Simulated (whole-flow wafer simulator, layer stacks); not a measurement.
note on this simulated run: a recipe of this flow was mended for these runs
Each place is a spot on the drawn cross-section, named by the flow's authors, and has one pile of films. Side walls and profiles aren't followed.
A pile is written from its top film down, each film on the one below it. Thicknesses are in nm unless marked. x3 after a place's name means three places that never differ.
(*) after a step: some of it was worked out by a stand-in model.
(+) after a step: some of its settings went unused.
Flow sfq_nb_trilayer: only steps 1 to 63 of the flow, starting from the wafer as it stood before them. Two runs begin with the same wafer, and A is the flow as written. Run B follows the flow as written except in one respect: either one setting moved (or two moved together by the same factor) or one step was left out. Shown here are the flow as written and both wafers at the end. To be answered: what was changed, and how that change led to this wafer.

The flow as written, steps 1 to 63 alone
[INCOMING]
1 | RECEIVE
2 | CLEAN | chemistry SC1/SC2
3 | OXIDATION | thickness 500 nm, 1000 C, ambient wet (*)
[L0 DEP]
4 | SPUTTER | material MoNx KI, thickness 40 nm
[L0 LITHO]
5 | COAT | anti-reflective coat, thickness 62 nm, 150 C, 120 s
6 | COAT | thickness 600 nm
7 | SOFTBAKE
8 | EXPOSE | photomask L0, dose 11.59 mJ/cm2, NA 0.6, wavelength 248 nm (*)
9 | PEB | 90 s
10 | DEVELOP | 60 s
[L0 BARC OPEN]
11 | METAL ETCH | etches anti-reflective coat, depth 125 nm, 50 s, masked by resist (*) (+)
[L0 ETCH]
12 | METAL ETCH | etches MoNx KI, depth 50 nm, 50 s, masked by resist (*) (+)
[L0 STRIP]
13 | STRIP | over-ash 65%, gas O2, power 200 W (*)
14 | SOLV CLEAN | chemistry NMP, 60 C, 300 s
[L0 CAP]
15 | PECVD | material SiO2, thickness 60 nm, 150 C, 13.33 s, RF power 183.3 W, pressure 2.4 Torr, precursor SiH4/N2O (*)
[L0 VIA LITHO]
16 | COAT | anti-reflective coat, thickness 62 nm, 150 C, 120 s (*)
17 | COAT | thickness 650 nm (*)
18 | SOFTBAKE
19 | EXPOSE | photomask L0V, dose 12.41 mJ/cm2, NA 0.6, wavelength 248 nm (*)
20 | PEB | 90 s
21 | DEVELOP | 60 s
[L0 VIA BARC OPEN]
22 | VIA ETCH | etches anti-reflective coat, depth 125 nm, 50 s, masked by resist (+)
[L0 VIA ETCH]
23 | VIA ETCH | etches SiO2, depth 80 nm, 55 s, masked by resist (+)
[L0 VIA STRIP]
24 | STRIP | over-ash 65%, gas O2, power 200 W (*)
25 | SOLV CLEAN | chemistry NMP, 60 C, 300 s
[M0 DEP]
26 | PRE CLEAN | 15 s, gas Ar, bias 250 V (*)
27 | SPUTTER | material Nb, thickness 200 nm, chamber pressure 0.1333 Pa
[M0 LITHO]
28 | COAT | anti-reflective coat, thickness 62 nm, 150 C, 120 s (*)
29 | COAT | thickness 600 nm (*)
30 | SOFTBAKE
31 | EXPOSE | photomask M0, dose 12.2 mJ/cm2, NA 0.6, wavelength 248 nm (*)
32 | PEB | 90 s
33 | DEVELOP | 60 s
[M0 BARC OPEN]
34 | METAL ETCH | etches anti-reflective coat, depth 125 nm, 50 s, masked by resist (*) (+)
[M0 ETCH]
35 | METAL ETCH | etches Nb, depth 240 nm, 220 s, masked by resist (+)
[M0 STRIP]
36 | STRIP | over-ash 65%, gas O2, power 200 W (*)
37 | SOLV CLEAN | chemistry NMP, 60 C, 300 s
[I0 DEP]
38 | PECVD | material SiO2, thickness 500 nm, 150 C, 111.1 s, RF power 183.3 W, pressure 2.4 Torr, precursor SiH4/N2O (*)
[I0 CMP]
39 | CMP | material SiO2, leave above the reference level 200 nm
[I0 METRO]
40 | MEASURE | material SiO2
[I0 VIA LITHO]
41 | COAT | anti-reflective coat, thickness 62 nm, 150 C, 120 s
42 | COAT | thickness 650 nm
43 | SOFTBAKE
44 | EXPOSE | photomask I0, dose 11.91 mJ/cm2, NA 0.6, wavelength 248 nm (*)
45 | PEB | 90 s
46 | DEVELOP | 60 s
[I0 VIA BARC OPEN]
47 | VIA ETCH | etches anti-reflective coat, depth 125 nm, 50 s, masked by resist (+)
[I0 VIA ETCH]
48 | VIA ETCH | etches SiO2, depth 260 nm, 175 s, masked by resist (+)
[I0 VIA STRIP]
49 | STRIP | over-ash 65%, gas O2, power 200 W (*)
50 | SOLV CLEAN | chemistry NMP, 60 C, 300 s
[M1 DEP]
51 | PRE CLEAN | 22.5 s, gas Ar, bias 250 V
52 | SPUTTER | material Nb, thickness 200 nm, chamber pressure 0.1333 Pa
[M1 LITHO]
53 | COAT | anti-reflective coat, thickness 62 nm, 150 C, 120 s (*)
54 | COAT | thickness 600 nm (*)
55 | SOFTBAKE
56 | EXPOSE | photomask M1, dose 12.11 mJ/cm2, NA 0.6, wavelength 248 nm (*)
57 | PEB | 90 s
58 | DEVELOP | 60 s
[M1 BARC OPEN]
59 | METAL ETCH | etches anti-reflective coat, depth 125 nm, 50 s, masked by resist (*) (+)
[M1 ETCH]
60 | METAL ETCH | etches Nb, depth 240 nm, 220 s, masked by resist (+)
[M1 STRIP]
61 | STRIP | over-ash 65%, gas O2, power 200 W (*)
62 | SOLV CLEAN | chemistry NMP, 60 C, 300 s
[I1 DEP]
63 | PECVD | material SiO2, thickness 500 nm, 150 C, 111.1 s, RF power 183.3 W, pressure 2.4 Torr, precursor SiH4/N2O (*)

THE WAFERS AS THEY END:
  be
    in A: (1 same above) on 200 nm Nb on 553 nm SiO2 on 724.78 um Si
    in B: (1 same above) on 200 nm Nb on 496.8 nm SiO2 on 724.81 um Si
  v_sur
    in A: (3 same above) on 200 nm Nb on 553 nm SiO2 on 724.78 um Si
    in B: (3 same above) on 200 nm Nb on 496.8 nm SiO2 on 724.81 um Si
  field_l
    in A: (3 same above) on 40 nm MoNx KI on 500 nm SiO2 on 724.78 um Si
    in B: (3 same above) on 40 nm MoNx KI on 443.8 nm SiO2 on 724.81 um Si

What caused this: step 3, OXIDATION: thickness 443.8 nm was run, though the flow has thickness 500 nm.
One can read it off the wafer: field_l has SiO2 443.8, and step 3 as written asks for 500 nm.

The path from the change to this, step by step:
  3 | OXIDATION | thickness 500 nm, 1000 C, ambient wet (*)
      field_l, v_sur, via_wl and 103 more: A +500 SiO2 (new film), -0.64 chemical SiO2 (all of it), -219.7 Si | B +443.8 SiO2 (new film), -0.64 chemical SiO2 (all of it), -195 Si
